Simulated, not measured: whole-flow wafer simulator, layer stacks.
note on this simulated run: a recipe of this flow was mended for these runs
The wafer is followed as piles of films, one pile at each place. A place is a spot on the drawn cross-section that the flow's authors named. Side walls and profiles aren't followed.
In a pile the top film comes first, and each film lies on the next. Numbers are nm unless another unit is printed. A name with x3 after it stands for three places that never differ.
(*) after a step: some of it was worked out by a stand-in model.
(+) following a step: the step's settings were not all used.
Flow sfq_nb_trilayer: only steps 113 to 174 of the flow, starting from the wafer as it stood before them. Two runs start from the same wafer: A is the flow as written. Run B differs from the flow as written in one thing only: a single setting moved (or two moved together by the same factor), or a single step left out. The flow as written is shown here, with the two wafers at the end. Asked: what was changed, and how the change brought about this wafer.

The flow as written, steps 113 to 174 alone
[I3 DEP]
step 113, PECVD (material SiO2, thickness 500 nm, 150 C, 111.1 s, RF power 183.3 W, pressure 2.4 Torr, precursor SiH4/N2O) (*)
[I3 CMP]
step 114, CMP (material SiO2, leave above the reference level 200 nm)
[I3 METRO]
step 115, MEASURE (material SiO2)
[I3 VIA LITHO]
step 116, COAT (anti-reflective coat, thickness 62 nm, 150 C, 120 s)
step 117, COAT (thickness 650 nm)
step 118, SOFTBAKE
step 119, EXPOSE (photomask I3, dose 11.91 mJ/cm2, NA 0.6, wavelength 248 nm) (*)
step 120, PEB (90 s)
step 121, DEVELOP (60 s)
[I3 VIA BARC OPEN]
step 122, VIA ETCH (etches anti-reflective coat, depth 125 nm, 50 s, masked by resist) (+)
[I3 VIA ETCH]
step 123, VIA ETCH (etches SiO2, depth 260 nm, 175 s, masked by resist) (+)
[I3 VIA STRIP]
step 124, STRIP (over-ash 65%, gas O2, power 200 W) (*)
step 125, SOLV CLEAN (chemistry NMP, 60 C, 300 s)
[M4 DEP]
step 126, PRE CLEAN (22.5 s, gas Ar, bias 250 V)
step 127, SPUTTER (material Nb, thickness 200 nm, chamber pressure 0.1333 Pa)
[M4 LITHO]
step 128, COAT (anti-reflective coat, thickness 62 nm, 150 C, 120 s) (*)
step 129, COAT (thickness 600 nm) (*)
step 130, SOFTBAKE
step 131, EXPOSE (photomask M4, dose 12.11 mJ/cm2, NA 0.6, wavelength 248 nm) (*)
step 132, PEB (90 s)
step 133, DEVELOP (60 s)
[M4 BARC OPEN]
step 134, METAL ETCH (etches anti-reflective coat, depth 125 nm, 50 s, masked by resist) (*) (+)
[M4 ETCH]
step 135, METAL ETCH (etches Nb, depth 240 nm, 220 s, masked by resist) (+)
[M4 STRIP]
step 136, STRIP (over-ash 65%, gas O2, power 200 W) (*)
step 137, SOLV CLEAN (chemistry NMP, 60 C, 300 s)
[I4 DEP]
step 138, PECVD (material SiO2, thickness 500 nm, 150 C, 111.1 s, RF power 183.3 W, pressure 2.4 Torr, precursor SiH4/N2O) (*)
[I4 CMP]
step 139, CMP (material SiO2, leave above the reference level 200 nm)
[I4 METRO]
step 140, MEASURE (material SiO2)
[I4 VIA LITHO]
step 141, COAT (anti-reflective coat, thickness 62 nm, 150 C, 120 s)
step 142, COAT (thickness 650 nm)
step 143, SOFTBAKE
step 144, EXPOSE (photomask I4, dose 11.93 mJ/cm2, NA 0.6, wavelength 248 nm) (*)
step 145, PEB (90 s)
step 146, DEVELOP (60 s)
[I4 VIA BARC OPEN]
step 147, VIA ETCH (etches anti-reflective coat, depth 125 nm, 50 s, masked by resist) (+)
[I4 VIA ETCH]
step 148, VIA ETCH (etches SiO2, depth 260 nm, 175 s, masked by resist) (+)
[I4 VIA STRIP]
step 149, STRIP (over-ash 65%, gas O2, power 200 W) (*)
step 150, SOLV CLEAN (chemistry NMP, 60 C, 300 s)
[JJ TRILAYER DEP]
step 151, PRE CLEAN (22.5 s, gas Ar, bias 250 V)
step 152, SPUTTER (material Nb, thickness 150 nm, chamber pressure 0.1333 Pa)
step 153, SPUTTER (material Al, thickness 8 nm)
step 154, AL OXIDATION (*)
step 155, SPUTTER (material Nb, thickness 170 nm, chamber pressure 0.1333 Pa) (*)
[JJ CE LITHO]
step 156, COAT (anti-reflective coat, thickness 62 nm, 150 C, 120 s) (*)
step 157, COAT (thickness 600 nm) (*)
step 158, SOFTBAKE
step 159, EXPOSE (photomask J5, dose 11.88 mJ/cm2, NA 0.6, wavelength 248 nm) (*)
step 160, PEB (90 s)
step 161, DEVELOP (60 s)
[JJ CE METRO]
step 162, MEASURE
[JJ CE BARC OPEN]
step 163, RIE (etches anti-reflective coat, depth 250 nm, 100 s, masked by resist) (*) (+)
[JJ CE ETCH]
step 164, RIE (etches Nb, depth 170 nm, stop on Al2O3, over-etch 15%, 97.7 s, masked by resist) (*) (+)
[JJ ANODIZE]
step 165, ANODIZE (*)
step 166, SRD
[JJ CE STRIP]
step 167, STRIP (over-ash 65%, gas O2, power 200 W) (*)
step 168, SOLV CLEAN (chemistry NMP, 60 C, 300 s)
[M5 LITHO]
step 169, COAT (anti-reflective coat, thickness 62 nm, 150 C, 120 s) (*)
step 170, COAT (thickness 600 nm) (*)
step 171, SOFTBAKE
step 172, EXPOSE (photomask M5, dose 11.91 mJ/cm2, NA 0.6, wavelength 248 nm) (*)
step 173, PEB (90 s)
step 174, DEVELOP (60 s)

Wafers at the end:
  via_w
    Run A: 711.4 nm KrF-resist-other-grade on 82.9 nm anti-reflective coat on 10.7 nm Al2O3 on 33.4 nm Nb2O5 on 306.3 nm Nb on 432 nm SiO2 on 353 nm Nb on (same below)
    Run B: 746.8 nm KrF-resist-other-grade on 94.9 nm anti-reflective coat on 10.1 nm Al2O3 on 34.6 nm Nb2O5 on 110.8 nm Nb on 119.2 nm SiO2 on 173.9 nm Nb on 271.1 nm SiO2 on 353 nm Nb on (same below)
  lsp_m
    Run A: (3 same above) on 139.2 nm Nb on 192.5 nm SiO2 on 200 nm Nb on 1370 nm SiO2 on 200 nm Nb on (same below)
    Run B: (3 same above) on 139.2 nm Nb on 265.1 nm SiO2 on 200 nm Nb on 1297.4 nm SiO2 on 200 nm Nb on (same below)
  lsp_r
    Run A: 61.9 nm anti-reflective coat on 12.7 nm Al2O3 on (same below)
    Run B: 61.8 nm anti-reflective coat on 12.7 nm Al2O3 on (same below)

What caused this: step 113, PECVD: 73.61 s was run, while the flow as written has 111.1 s.

How this came from the change, step by step:
  step 113, PECVD (material SiO2, thickness 500 nm, 150 C, 111.1 s, RF power 183.3 W, pressure 2.4 Torr, precursor SiH4/N2O) (*)
      field_l, be, be_sur and 64 more: A +500 SiO2 | B +331.4 SiO2
      v_sur, via_wl, via_wr and 27 more: A +500 SiO2 (new film) | B +331.4 SiO2 (new film)
      (as well as at 9 more places)
  step 114, CMP (material SiO2, leave above the reference level 200 nm)
      field_l, be, be_sur and 64 more: A -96 SiO2 | B nothing
      p4_g1, p4_g2, p3_s0, p3_s1, p3_s2, p3_s3, p3_s4, p3_s5: A -157.1 SiO2 | B nothing
      (as well as at 31 more places)
  step 116, COAT (anti-reflective coat, thickness 62 nm, 150 C, 120 s)
      wl_d_m1, m0r_line_r x3: A +62 anti-reflective coat (new film) | B +70.1 anti-reflective coat (new film)
      gap, wl_a_sr, wl_b_sl: A +62 anti-reflective coat (new film) | B +60.3 anti-reflective coat (new film)
      (as well as at 78 more places)
  step 117, COAT (thickness 650 nm)
      v_sur, wl_e_m5: A +650 KrF-resist-other-grade (new film) | B +627.5 KrF-resist-other-grade (new film)
      wire, m8r_pad_r: A +650 KrF-resist-other-grade (new film) | B +635.3 KrF-resist-other-grade (new film)
      (as well as at 24 more places)
  step 121, DEVELOP (60 s)
      via_v: A -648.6 KrF-resist-other-grade (all of it) | B -617.5 KrF-resist-other-grade (all of it)
  step 122, VIA ETCH (etches anti-reflective coat, depth 125 nm, 50 s, masked by resist) (+)
      via_v: A -62 anti-reflective coat (all of it), -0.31 SiO2 | B -66.5 anti-reflective coat (all of it), -0.29 SiO2
  step 124, STRIP (over-ash 65%, gas O2, power 200 W) (*)
      m0r_line_l x3: A -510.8 KrF-resist-other-grade (all of it), -62 anti-reflective coat (all of it) | B -523.1 KrF-resist-other-grade (all of it), -70.2 anti-reflective coat (all of it)
      m0r_space_l, m6r_space_l x2: A -510.8 KrF-resist-other-grade (all of it), -62 anti-reflective coat (all of it) | B -513.7 KrF-resist-other-grade (all of it), -81.6 anti-reflective coat (all of it)
      (as well as at 84 more places)
  step 127, SPUTTER (material Nb, thickness 200 nm, chamber pressure 0.1333 Pa)
      via_w: A +200 Nb (new film) | B +173.9 Nb (new film)
  step 128, COAT (anti-reflective coat, thickness 62 nm, 150 C, 120 s) (*)
      p3_s2, p3_s3, p3_s4: A +62 anti-reflective coat (new film) | B +103 anti-reflective coat (new film)
      m0r_line_l x3: A +62 anti-reflective coat (new film) | B +67.8 anti-reflective coat (new film)
      (as well as at 78 more places)
  step 129, COAT (thickness 600 nm) (*)
      wl_d_sl, wl_f_sr: A +600 KrF-resist-other-grade (new film) | B +619.1 KrF-resist-other-grade (new film)
      m5r_line_l, m5r_line_r: A +600 KrF-resist-other-grade (new film) | B +614.4 KrF-resist-other-grade (new film)
      (as well as at 25 more places)
  step 133, DEVELOP (60 s)
      wl_d_sl, wl_f_sr: A -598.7 KrF-resist-other-grade (all of it) | B -617.8 KrF-resist-other-grade (all of it)
      m5r_line_l, m5r_line_r: A -598.7 KrF-resist-other-grade (all of it) | B -613.2 KrF-resist-other-grade (all of it)
      (as well as at 14 more places)
  step 134, METAL ETCH (etches anti-reflective coat, depth 125 nm, 50 s, masked by resist) (*) (+)
      p3_s2, p3_s3, p3_s4: A -62 anti-reflective coat (all of it) | B -103 anti-reflective coat (all of it)
      m0r_line_l x3: A -62 anti-reflective coat (all of it) | B -67.8 anti-reflective coat (all of it)
      (as well as at 45 more places)
  step 136, STRIP (over-ash 65%, gas O2, power 200 W) (*)
      v_sur: A -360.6 KrF-resist-other-grade (all of it), -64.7 anti-reflective coat (all of it) | B -339.3 KrF-resist-other-grade (all of it), -41.2 anti-reflective coat (all of it)
      via_wl: A -357.4 KrF-resist-other-grade (all of it), -67.6 anti-reflective coat (all of it) | B -352.1 KrF-resist-other-grade (all of it), -25.6 anti-reflective coat (all of it)
      (as well as at 35 more places)
  step 138, PECVD (material SiO2, thickness 500 nm, 150 C, 111.1 s, RF power 183.3 W, pressure 2.4 Torr, precursor SiH4/N2O) (*)
      p3_s0, p3_s1, p3_s2, p3_s3, p3_s4, p3_s5: A +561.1 SiO2 | B +633.7 SiO2
      via_w: A +500 SiO2 (new film) | B +544.1 SiO2 (new film)
  step 139, CMP (material SiO2, leave above the reference level 200 nm)
      field_l, be, be_sur and 55 more: A -96 SiO2 | B -23.4 SiO2
      ln_m5, lsp_m, ln_m6, p4_fl, p4_fm, p4_g1, p4_g2, p4_fr: A -300 SiO2 | B -227.4 SiO2
      (as well as at 4 more places)
  step 148, VIA ETCH (etches SiO2, depth 260 nm, 175 s, masked by resist) (+)
      via_w: A -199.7 SiO2 (all of it), -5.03 Nb | B -260 SiO2
  ... another 10 steps ...
  step 170, COAT (thickness 600 nm) (*)
      via_w: A +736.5 KrF-resist-other-grade (new film) | B +772 KrF-resist-other-grade (new film)
If metal films that touch count as one body, via_w has 4 bodies (between them, from the top down: SiO2 119.2; SiO2 271.1; SiO2 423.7); the flow as written gives 3 bodies (between them, from the top down: SiO2 432; SiO2 423.7).
